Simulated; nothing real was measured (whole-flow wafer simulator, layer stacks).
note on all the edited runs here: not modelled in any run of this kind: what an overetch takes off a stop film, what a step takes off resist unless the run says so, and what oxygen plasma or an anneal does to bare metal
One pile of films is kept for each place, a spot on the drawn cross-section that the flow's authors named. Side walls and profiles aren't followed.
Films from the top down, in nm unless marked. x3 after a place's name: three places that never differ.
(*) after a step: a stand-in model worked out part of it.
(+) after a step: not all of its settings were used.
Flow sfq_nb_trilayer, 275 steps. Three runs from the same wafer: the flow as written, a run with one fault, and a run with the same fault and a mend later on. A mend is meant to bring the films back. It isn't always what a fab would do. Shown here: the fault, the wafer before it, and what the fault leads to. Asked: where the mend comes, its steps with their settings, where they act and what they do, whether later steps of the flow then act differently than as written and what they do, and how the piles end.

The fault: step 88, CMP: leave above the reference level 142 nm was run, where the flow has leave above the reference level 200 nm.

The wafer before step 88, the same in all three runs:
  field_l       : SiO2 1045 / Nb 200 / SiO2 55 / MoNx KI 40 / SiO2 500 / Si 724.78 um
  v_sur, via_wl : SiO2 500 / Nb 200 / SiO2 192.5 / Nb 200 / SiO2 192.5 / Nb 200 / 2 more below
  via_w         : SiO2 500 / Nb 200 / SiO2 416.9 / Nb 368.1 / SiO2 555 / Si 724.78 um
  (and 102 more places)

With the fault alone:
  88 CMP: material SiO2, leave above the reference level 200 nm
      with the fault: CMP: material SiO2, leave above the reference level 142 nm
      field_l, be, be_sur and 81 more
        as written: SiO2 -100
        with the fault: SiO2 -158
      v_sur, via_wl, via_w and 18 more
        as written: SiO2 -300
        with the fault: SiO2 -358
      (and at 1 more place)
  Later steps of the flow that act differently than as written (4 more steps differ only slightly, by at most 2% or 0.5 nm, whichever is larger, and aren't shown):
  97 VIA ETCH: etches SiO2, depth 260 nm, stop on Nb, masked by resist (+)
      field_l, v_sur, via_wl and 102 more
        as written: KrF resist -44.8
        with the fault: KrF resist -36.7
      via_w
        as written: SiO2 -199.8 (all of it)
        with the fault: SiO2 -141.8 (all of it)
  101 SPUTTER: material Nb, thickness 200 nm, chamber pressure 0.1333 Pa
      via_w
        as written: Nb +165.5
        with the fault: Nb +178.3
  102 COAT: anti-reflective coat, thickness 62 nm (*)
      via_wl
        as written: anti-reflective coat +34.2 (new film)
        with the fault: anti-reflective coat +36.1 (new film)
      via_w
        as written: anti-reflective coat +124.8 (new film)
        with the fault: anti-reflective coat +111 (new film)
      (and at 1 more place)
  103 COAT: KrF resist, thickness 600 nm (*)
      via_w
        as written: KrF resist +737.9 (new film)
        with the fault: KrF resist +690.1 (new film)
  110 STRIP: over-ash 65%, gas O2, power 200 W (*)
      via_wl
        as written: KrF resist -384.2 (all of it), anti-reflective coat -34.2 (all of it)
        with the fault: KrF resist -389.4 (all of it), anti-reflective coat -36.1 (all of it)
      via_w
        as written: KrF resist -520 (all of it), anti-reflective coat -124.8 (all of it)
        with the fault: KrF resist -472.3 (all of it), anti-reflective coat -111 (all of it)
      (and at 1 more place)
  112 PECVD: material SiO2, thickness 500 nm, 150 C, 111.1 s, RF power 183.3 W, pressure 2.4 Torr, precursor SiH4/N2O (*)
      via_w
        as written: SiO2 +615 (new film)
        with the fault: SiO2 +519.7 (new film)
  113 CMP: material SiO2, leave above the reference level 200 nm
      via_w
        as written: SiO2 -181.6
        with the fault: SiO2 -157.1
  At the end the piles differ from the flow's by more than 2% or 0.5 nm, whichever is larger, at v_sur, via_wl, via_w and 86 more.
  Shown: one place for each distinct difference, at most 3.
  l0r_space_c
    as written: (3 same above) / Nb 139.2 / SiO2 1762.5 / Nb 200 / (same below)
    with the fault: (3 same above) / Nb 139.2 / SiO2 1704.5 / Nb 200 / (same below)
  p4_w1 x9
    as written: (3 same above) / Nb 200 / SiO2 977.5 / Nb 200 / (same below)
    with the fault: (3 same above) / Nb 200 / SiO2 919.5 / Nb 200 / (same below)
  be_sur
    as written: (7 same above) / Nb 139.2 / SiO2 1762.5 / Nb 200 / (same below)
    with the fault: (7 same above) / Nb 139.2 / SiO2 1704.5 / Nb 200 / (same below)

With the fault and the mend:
  The mend comes after step 89.
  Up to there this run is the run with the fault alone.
  89a PECVD: material SiO2, thickness 58 nm, 150 C, 12.89 s, RF power 183.3 W, pressure 2.4 Torr, precursor SiH4/N2O (the flow's step 87 once more, with other settings)
      field_l, v_sur, via_wl and 103 more
        SiO2 +58
  No later step of the flow acts differently than as written, at any place that is followed, by more than 2% or 0.5 nm, whichever is larger.
  At the end the piles are the same as the flow's at every place that both follow.
